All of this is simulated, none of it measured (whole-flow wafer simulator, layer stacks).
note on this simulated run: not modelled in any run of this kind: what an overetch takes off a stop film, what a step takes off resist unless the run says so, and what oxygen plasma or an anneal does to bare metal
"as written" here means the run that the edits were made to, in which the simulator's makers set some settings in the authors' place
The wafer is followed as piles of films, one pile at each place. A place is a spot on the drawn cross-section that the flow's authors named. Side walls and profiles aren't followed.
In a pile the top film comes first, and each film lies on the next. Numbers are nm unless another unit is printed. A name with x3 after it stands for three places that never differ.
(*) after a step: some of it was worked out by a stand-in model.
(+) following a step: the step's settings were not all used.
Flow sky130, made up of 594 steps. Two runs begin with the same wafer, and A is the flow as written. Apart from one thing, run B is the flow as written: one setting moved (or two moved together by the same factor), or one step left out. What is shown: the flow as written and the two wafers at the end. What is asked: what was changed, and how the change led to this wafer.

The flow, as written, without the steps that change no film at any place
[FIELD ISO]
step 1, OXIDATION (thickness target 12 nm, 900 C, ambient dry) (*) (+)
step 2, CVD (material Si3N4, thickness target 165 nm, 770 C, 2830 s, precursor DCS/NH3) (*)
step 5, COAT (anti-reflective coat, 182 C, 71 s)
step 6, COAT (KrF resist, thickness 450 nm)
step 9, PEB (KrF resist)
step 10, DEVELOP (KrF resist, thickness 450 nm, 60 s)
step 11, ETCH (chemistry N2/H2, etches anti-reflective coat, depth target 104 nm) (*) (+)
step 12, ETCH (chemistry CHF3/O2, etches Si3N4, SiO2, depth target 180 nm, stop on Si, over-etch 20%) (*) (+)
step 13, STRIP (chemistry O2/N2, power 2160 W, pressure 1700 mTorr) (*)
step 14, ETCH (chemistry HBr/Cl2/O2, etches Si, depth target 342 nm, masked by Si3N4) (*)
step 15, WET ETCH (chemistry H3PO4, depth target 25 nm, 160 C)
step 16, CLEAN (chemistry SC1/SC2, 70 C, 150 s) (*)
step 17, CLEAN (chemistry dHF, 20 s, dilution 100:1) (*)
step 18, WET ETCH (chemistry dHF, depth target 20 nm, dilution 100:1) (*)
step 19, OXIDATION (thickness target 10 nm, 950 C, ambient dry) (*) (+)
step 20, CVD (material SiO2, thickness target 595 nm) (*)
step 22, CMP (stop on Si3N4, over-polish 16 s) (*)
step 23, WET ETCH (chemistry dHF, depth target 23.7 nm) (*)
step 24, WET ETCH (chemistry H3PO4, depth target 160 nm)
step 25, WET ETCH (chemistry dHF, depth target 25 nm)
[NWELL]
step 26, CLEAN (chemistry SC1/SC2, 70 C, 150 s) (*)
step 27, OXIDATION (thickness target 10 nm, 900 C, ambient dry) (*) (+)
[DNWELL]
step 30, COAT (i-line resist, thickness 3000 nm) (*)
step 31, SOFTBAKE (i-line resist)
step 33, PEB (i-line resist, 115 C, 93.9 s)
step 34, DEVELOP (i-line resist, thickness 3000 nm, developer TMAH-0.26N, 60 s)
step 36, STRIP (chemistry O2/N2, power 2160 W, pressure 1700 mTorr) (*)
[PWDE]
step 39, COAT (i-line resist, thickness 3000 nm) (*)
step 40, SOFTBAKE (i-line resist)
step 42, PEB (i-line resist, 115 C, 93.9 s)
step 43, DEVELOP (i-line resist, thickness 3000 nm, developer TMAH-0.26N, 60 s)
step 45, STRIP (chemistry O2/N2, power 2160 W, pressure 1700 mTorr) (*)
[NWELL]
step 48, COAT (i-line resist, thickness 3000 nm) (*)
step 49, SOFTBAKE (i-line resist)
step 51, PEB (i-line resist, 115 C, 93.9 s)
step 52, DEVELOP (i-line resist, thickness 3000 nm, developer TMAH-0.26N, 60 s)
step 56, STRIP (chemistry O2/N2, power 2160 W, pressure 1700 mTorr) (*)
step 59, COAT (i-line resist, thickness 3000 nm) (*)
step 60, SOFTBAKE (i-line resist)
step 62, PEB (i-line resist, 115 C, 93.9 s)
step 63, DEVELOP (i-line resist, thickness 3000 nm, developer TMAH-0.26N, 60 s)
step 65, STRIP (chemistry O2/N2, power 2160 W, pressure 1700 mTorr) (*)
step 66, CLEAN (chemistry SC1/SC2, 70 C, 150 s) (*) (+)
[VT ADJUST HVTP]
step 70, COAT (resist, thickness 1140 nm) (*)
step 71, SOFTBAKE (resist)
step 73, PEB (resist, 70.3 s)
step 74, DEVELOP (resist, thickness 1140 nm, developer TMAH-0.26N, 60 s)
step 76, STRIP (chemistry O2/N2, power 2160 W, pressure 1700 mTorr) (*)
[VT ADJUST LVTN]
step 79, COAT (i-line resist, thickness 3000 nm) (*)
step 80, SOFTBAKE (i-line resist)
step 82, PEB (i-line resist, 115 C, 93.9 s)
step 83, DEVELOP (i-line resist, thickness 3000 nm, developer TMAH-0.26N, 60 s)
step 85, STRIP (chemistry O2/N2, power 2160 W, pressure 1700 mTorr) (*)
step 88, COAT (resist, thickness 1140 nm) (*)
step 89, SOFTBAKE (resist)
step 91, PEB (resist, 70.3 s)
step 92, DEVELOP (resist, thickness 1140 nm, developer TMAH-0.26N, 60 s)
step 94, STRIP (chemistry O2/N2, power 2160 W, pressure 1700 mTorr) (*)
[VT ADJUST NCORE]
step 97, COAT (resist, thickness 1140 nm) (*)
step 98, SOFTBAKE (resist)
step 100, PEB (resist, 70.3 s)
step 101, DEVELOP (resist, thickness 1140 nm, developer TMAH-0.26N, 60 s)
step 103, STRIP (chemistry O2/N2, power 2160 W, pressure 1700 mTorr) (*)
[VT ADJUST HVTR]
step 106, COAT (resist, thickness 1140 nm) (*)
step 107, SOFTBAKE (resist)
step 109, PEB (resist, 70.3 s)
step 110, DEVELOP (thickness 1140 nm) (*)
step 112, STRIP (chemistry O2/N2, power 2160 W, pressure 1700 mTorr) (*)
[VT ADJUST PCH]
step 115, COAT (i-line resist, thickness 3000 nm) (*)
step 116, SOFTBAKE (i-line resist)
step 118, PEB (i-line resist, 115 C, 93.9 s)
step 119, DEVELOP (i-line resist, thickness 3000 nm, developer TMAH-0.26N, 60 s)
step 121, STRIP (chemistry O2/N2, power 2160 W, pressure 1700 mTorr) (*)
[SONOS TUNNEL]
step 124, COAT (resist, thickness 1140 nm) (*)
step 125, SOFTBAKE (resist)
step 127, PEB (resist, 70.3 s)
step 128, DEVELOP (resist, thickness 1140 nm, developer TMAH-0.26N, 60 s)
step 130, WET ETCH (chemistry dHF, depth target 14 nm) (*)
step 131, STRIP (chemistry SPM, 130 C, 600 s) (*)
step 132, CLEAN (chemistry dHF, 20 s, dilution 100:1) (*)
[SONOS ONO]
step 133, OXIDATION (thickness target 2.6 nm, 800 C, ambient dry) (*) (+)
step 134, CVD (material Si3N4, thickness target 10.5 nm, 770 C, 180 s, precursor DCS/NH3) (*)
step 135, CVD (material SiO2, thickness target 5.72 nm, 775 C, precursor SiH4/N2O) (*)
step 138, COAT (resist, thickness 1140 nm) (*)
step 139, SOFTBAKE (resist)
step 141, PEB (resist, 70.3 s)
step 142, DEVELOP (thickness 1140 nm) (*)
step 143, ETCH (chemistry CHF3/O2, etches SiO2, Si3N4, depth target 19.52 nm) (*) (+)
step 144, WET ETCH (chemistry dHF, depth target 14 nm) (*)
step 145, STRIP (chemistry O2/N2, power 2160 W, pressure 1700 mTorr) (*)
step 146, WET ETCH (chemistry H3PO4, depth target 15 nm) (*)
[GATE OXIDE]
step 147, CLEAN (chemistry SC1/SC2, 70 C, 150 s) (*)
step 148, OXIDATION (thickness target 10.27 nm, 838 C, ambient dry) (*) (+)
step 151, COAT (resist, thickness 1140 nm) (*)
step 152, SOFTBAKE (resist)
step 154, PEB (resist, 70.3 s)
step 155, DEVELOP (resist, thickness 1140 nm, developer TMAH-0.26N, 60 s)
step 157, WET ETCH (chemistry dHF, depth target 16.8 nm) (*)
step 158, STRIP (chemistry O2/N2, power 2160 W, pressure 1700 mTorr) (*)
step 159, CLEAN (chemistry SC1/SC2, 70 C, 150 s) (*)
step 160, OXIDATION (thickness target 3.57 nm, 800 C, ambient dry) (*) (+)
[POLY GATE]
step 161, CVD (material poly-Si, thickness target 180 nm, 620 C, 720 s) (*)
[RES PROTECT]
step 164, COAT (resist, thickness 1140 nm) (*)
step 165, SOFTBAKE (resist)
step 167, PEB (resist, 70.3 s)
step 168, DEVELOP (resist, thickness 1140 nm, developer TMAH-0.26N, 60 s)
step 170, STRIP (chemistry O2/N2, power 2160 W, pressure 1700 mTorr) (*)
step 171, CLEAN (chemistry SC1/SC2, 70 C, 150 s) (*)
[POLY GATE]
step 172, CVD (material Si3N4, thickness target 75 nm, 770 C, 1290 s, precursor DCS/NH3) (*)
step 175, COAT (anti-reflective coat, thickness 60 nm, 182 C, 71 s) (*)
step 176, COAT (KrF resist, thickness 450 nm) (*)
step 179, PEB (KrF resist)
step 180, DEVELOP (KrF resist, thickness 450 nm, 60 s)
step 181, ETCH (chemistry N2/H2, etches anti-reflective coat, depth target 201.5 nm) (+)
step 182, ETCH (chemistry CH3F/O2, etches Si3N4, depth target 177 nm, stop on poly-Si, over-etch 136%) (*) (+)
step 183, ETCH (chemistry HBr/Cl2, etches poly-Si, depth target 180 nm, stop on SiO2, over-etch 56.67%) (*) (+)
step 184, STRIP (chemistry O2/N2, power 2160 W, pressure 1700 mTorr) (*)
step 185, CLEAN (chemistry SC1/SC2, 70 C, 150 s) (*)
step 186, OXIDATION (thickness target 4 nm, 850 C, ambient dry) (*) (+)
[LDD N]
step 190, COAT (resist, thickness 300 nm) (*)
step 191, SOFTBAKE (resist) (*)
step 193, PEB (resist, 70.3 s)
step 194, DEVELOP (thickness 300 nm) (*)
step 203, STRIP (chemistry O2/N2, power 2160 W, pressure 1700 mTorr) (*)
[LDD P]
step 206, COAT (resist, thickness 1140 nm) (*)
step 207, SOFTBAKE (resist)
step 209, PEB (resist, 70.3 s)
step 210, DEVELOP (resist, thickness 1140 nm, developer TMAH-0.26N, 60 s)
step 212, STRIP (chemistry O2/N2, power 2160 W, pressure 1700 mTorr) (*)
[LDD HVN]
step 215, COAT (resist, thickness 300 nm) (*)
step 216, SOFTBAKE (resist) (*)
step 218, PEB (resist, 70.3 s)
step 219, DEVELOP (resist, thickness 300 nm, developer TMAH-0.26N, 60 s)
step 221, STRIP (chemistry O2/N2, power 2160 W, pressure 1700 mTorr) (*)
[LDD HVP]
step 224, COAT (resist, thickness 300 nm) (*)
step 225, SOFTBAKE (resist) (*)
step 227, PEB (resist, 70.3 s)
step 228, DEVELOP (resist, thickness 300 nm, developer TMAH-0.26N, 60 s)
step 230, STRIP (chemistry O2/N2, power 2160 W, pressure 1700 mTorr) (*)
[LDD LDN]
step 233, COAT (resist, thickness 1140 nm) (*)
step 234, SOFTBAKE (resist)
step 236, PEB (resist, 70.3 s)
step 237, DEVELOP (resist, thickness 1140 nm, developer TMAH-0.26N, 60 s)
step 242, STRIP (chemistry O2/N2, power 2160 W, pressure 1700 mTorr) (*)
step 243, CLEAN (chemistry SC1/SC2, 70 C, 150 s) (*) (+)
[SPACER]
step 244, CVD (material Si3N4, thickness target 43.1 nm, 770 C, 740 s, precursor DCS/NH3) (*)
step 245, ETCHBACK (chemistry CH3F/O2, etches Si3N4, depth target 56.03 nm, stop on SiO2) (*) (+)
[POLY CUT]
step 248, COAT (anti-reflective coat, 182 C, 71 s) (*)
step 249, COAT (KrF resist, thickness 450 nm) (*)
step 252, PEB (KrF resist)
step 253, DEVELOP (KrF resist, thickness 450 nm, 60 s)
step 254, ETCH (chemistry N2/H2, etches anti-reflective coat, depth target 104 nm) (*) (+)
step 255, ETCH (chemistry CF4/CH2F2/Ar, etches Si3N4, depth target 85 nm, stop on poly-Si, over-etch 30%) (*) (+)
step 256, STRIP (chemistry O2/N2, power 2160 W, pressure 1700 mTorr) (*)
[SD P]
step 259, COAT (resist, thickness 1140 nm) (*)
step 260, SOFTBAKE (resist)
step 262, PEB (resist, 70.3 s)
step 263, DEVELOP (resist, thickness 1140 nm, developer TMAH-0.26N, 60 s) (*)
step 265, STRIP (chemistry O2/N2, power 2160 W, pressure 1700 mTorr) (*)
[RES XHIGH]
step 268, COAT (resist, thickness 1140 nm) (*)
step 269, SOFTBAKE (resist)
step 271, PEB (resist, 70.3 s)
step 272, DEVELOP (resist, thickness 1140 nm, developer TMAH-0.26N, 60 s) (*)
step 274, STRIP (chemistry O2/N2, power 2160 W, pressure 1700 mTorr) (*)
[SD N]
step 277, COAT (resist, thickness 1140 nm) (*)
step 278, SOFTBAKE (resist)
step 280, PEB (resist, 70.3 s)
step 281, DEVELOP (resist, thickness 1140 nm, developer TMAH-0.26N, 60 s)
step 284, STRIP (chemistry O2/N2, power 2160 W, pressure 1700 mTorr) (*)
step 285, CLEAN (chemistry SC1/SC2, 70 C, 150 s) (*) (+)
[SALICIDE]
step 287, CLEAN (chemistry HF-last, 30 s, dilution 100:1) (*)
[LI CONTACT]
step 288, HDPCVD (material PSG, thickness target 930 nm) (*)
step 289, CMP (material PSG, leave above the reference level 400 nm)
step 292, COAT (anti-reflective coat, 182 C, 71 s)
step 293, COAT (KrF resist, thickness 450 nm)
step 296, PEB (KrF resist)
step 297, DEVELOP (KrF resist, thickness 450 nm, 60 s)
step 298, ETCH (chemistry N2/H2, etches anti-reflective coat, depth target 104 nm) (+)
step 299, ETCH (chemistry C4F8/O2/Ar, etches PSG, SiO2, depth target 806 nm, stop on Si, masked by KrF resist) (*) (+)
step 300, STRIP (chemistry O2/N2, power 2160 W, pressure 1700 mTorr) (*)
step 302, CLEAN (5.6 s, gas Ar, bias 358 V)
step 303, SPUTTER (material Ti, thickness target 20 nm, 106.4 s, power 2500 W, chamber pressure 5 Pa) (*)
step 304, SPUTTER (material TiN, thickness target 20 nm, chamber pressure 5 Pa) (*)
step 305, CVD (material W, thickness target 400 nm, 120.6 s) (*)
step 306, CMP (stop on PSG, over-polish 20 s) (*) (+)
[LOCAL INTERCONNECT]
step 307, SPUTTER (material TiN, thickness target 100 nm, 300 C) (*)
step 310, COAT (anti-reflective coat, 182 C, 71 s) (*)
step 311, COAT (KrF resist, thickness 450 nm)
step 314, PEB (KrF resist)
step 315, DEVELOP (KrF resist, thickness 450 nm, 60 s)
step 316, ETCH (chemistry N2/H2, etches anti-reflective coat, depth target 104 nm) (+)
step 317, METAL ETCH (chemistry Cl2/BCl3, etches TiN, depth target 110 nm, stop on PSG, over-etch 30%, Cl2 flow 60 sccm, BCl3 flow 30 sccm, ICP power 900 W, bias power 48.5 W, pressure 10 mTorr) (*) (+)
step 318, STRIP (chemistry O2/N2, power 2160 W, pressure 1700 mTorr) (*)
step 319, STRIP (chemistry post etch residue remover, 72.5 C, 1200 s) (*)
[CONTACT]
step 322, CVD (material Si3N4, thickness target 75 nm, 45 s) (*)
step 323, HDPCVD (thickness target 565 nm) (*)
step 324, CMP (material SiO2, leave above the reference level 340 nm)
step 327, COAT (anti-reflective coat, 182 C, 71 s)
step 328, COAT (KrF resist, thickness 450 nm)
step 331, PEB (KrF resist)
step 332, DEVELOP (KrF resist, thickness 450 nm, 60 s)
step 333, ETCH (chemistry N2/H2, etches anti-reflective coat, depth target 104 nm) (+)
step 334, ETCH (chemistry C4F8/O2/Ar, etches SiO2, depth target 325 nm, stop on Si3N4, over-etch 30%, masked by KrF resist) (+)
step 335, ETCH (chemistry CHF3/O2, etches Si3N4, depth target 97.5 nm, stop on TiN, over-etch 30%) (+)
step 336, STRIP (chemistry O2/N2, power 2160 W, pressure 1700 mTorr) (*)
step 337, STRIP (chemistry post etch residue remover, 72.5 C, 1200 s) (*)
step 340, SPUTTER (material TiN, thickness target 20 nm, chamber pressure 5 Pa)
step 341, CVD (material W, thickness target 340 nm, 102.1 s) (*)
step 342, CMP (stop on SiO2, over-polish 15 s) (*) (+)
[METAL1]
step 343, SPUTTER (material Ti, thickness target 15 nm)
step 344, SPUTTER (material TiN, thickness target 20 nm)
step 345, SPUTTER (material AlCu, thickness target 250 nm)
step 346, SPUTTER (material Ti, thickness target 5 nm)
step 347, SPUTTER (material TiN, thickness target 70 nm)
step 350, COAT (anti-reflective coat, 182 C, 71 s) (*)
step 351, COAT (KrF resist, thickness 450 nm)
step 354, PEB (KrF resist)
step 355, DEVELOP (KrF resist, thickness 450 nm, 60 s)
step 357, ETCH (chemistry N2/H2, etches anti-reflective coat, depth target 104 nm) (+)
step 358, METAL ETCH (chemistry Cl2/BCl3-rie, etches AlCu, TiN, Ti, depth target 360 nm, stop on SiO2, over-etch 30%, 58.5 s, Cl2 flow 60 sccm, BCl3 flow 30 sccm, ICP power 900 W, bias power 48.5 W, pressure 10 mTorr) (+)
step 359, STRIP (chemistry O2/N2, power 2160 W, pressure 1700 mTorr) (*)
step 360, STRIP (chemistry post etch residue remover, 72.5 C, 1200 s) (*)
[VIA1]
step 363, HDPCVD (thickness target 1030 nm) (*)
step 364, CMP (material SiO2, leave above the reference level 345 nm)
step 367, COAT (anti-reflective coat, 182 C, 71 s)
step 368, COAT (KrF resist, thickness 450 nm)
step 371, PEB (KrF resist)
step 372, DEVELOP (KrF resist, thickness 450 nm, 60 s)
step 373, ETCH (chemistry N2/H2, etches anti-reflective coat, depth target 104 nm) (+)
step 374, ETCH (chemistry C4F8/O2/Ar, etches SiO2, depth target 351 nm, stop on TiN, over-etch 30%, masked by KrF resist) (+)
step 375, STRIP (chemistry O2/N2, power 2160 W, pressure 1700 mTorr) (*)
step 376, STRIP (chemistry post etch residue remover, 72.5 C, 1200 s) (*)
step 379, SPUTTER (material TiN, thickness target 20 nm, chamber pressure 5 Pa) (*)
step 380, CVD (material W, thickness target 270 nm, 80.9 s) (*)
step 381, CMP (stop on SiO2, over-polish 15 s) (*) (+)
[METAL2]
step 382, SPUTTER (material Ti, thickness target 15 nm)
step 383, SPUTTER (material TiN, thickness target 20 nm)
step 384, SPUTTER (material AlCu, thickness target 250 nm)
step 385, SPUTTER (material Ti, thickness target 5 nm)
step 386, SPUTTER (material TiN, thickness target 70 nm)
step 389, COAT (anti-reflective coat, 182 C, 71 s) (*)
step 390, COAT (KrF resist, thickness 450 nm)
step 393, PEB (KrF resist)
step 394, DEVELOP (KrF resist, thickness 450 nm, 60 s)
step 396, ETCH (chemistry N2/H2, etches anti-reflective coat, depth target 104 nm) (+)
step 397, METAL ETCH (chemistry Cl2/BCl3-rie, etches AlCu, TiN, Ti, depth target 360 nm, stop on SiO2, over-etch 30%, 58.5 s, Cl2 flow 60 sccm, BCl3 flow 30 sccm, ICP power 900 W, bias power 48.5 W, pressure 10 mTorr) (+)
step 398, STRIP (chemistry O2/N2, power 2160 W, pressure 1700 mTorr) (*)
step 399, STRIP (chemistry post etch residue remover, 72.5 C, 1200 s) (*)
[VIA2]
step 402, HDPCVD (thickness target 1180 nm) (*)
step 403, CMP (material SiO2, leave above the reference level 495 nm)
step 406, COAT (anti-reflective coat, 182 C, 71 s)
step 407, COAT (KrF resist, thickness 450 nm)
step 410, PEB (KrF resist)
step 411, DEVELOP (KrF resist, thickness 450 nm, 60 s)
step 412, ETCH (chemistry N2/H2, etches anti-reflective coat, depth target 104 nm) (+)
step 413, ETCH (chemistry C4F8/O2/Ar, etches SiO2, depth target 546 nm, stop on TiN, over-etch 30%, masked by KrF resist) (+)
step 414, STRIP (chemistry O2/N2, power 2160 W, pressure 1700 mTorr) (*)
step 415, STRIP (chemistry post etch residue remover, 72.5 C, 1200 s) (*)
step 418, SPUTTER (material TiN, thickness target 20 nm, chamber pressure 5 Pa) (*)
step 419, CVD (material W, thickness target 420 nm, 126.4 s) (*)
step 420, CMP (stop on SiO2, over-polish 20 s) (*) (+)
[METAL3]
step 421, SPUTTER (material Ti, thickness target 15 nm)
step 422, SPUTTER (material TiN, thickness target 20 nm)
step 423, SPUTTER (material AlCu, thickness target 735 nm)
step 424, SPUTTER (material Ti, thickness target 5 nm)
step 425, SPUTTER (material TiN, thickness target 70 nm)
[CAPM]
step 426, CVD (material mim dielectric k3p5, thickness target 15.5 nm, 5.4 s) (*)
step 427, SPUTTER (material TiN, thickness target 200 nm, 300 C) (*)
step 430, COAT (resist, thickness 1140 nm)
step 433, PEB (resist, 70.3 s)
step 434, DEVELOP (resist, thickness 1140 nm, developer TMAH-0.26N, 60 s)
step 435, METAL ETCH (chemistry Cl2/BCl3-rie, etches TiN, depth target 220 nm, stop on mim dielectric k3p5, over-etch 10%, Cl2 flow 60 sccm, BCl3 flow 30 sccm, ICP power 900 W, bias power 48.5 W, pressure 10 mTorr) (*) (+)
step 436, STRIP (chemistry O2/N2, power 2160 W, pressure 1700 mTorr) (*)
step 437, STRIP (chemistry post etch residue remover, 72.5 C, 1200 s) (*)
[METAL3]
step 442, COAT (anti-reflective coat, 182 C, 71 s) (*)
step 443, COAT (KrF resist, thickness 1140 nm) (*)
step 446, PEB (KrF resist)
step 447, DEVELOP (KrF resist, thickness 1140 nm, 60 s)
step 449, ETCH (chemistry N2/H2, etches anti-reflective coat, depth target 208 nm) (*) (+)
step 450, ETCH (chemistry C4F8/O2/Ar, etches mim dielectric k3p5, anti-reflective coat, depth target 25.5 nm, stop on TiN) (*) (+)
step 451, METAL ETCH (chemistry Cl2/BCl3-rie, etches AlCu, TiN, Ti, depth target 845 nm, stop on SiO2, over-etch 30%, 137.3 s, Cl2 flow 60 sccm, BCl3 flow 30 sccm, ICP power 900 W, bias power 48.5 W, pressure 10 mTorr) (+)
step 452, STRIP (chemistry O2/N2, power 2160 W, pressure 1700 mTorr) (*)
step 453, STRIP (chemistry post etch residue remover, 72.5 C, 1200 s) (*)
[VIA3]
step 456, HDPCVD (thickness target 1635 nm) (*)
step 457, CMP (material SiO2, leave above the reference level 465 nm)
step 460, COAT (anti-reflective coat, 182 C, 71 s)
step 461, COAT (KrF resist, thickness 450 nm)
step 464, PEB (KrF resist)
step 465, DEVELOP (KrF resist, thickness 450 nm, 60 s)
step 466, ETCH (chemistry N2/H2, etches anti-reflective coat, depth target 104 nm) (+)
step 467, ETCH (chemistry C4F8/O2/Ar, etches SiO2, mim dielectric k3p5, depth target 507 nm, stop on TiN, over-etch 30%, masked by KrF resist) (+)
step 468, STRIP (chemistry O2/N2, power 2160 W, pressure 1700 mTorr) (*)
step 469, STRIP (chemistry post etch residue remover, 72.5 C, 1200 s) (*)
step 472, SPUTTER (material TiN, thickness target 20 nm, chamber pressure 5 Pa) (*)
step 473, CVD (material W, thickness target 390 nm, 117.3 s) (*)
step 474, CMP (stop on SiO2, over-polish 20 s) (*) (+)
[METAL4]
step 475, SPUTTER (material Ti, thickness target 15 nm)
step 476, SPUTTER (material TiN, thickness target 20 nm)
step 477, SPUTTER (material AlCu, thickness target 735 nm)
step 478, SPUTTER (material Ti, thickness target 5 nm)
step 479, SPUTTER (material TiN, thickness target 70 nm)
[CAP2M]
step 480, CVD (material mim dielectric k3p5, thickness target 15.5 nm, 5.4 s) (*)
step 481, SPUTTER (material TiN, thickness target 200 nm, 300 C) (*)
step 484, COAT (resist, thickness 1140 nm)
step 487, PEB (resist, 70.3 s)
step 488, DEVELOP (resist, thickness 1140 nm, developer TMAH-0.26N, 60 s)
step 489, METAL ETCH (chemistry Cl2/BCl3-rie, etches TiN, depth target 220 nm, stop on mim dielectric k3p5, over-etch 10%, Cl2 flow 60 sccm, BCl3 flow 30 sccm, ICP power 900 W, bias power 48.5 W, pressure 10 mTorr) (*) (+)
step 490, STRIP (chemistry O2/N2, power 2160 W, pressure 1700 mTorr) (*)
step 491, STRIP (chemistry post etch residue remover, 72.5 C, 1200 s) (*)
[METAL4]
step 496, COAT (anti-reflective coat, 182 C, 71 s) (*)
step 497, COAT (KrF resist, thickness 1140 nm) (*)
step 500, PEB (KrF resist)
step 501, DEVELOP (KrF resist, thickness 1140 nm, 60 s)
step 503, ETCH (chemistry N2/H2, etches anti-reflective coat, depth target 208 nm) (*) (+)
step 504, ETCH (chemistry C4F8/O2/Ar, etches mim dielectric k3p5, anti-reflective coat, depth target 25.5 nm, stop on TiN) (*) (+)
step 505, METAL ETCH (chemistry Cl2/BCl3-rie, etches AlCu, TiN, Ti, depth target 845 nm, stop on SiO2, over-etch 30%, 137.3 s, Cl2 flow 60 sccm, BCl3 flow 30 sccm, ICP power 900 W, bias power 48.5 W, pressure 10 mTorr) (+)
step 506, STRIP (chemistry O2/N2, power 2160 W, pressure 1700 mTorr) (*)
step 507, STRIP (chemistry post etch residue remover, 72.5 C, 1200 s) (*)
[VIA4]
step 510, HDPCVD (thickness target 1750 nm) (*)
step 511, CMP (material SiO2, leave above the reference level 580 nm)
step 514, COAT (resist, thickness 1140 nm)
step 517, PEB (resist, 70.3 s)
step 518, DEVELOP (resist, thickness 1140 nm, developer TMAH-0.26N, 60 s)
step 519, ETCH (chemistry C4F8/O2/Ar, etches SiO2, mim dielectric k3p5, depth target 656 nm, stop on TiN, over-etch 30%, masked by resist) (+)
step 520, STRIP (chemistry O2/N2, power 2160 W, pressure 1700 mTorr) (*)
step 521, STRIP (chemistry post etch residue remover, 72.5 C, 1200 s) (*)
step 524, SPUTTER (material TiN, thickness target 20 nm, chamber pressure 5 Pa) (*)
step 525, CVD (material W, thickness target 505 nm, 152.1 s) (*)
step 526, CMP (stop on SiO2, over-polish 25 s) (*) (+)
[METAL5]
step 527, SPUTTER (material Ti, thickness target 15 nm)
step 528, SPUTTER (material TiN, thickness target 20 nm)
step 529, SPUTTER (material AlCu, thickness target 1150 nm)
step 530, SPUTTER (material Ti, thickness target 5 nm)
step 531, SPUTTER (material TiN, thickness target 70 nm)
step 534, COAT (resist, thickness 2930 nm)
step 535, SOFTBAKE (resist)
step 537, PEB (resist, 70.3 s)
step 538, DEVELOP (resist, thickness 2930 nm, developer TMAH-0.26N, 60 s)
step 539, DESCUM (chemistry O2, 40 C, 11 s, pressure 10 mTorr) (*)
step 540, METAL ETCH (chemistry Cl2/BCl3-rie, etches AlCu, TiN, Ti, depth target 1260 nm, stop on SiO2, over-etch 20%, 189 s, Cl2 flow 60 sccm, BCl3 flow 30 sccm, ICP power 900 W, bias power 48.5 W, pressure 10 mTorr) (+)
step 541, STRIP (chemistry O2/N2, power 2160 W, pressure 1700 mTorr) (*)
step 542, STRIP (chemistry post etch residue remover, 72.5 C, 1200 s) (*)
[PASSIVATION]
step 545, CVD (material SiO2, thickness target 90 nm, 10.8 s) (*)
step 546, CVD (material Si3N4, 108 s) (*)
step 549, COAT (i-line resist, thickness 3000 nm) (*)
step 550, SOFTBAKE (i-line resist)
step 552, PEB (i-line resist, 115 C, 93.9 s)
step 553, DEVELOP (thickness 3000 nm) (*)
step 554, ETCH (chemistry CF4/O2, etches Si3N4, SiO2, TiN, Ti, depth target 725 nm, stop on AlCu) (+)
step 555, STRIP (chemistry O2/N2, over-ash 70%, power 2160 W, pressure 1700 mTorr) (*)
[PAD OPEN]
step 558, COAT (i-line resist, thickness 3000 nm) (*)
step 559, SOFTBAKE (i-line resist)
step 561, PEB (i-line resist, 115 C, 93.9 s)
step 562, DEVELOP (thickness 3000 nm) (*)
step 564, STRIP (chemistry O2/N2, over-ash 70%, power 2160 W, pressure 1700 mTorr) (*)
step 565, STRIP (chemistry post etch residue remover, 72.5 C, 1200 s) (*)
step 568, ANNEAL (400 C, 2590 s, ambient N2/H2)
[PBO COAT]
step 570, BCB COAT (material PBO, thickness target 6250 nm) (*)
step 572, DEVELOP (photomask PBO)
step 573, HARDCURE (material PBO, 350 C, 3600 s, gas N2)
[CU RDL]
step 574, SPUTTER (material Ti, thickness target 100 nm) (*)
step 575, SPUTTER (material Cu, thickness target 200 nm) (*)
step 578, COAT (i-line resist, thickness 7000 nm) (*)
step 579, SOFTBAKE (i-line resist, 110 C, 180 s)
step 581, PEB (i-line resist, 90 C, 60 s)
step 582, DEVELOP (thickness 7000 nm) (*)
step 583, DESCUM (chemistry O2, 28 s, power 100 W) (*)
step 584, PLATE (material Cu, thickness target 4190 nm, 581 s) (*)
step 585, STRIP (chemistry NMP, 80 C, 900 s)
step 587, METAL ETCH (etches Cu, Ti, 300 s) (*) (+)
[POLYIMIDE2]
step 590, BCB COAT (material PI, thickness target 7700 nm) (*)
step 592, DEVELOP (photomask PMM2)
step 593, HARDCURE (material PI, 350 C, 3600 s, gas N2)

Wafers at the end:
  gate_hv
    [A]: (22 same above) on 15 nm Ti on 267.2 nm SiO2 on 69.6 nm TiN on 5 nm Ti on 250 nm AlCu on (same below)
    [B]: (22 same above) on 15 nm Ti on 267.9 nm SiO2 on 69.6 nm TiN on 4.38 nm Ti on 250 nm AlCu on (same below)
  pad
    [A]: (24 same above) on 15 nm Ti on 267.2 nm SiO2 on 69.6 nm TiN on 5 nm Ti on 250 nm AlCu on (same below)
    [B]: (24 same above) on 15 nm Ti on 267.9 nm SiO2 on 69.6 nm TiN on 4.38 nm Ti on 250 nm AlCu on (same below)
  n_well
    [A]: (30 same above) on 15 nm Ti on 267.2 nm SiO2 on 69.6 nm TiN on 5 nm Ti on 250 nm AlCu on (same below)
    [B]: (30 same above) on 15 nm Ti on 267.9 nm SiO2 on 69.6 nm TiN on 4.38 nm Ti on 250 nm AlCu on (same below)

The reason: step 346, SPUTTER: thickness target 4.38 nm was run, though the flow has thickness target 5 nm.
One can read it off the wafer: gate_hv has Ti 4.38, and step 346 as written asks for 5 nm.

The path from the change to this, step by step:
  step 346, SPUTTER (material Ti, thickness target 5 nm)
      field, active, n_well and 188 more: A +5 Ti (new film) | B +4.38 Ti (new film)
  step 358, METAL ETCH (chemistry Cl2/BCl3-rie, etches AlCu, TiN, Ti, depth target 360 nm, stop on SiO2, over-etch 30%, 58.5 s, Cl2 flow 60 sccm, BCl3 flow 30 sccm, ICP power 900 W, bias power 48.5 W, pressure 10 mTorr) (+)
      field, active, gate and 81 more: A -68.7 TiN (all of it), -5 Ti (all of it), -250 AlCu (all of it), -20 TiN (all of it), -15 Ti (all of it), -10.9 SiO2 | B -68.7 TiN (all of it), -4.38 Ti (all of it), -250 AlCu (all of it), -20 TiN (all of it), -15 Ti (all of it), -11 SiO2
